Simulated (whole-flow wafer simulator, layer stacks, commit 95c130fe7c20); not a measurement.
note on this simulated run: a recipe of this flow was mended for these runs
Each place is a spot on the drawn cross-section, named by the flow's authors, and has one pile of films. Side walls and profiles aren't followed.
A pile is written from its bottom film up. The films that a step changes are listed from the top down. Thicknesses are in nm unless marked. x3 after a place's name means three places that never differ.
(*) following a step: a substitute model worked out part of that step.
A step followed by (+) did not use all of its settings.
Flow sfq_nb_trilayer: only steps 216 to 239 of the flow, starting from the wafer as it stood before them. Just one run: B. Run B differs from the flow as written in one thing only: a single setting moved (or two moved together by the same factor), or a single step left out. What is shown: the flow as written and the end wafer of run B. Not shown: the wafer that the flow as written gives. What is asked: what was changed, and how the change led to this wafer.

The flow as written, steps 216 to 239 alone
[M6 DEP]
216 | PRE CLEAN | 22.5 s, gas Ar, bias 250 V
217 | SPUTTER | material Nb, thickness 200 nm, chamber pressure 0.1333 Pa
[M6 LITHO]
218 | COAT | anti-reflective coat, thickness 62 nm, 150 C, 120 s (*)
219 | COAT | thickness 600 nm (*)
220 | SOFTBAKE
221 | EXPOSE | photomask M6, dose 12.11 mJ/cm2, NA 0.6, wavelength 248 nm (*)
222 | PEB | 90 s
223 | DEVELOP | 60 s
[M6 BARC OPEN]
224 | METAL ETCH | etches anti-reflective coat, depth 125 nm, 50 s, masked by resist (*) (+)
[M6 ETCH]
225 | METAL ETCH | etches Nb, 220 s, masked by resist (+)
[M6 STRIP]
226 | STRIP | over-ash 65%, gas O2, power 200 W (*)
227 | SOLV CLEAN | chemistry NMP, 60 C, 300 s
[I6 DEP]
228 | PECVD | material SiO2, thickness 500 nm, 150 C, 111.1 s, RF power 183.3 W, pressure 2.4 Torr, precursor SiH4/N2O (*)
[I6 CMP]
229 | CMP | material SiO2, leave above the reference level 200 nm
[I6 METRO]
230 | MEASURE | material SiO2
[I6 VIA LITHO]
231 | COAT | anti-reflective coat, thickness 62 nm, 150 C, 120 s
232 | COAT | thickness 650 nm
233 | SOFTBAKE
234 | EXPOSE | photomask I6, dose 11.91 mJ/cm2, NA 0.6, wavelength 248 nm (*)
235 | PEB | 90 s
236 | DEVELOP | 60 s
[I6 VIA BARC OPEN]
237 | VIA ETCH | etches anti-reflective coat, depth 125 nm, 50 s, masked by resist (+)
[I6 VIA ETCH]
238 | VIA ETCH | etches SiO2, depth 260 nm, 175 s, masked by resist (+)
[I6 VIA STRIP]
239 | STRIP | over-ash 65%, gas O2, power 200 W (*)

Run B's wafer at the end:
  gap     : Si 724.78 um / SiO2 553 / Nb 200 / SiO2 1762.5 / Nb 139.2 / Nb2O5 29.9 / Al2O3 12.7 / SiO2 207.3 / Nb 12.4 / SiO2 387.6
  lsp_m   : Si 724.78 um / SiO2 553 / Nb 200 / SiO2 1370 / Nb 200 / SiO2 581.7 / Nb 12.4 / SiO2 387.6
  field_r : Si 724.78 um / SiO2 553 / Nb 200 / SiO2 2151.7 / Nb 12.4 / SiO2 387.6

The reason: step 225, METAL ETCH: 172 s was run, while the flow as written has 220 s.

The path from the change to this, step by step:
  225 | METAL ETCH | etches Nb, 220 s, masked by resist (+)
      field_l, gap, moat and 76 more: -187.6 Nb (as written it would have been: -200 Nb (all of it), -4 SiO2)
      v_sur, via_wl, via_w and 24 more: -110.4 KrF-resist-other-grade (as written it would have been: -141.2 KrF-resist-other-grade)
  226 | STRIP | over-ash 65%, gas O2, power 200 W (*)
      wl_c_m6, m6r_line_l x2: -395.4 KrF-resist-other-grade (all of it), -62 anti-reflective coat (all of it) (as written it would have been: -364.6 KrF-resist-other-grade (all of it), -62 anti-reflective coat (all of it))
      wl_j_sl, wl_j_sr: -396.1 KrF-resist-other-grade (all of it), -60.5 anti-reflective coat (all of it) (as written it would have been: -365.3 KrF-resist-other-grade (all of it), -60.5 anti-reflective coat (all of it))
      (as well as at 22 more places)
  228 | PECVD | material SiO2, thickness 500 nm, 150 C, 111.1 s, RF power 183.3 W, pressure 2.4 Torr, precursor SiH4/N2O (*)
      field_l, p4_fl x5, p4_w1 x9 and 50 more: +500 SiO2 (new film) (as written it would have been: +500 SiO2)
      moat, field_r, lsp_l, ln_m5, lsp_m: +494 SiO2 (new film) (as written it would have been: +493.5 SiO2)
      (as well as at 9 more places)
  229 | CMP | material SiO2, leave above the reference level 200 nm
      field_l, p4_fl x5, p4_w1 x9 and 47 more: -112.4 SiO2 (as written it would have been: -96 SiO2)
      moat, field_r, lsp_l, ln_m5, lsp_m: -106.4 SiO2 (as written it would have been: -89.5 SiO2)
      (as well as at 8 more places)
With metal films that touch counted as one body, gap has 3 bodies (between them, from the top down: SiO2 207.3 / Al2O3 12.7 / Nb2O5 29.9; SiO2 1762.5); the flow as written gives 2 bodies (between them, from the top down: SiO2 1762.5).
With metal films that touch counted as one body, lsp_m has 3 bodies (between them, from the top down: SiO2 581.7; SiO2 1370); the flow as written gives 2 bodies (between them, from the top down: SiO2 1370).
With metal films that touch counted as one body, field_r has 2 bodies (between them, from the top down: SiO2 2151.7); the flow as written gives 1 body.
